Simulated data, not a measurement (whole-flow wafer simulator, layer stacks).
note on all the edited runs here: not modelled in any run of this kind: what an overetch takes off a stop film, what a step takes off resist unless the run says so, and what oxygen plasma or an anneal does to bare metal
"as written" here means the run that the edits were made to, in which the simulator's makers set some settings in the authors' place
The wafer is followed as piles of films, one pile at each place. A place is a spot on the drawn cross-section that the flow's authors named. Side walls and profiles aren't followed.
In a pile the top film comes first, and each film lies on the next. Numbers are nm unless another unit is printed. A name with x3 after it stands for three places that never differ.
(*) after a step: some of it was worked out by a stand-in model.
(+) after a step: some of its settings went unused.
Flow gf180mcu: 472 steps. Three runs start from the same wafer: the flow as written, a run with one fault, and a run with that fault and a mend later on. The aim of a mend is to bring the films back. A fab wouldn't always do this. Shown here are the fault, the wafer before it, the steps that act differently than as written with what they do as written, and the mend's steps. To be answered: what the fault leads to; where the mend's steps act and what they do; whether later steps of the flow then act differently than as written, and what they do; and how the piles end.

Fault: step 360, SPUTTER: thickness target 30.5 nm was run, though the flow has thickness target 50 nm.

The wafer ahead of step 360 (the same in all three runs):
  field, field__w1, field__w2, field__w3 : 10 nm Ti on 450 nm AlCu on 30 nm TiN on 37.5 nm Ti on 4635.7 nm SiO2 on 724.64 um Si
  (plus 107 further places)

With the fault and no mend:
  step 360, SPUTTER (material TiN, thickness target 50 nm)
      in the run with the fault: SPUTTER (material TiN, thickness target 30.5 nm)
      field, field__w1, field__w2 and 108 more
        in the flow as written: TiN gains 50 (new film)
        in the run with the fault: TiN gains 30.5 (new film)
  Steps further on in the flow that do not act as written (2 more steps, not shown, differ only slightly: by at most 2% or 0.5 nm, whichever is larger):
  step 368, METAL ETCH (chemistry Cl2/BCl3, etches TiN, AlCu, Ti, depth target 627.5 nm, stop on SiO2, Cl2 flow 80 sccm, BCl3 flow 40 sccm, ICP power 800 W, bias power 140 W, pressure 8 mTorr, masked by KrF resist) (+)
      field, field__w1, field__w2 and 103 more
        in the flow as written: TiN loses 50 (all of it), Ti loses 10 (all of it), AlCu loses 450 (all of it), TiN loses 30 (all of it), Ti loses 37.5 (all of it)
        in the run with the fault: TiN loses 30.5 (all of it), Ti loses 10 (all of it), AlCu loses 450 (all of it), TiN loses 30 (all of it), Ti loses 37.5 (all of it)
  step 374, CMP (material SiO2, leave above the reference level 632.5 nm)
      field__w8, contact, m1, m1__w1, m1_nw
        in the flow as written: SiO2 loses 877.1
        in the run with the fault: SiO2 loses 857.6
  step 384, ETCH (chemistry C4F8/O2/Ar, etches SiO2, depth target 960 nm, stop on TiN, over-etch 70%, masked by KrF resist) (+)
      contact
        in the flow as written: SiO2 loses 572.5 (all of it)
        in the run with the fault: SiO2 loses 592 (all of it)
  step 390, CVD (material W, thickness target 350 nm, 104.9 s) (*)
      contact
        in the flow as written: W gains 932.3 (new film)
        in the run with the fault: W gains 952 (new film)
  At field__w8, contact, m1, m1__w1, m1_nw, the piles at the end differ from the flow's by more than 2% or 0.5 nm, whichever is larger.
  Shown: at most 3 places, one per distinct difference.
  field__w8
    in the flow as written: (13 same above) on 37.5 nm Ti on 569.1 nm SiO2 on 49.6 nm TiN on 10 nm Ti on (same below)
    in the run with the fault: (13 same above) on 37.5 nm Ti on 588.6 nm SiO2 on 30.1 nm TiN on 10 nm Ti on (same below)
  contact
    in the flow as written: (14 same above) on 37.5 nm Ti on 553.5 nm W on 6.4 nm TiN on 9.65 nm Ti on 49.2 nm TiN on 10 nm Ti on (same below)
    in the run with the fault: (14 same above) on 37.5 nm Ti on 573.2 nm W on 6.33 nm TiN on 9.54 nm Ti on 29.7 nm TiN on 10 nm Ti on (same below)

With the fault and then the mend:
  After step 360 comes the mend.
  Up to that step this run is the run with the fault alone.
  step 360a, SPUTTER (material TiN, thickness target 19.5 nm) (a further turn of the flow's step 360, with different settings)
      field, field__w1, field__w2 and 108 more
        TiN gains 19.5
  Every later step of the flow that is run acts as written at every place that is followed.
  The piles end the same as the flow's at every place that both follow.
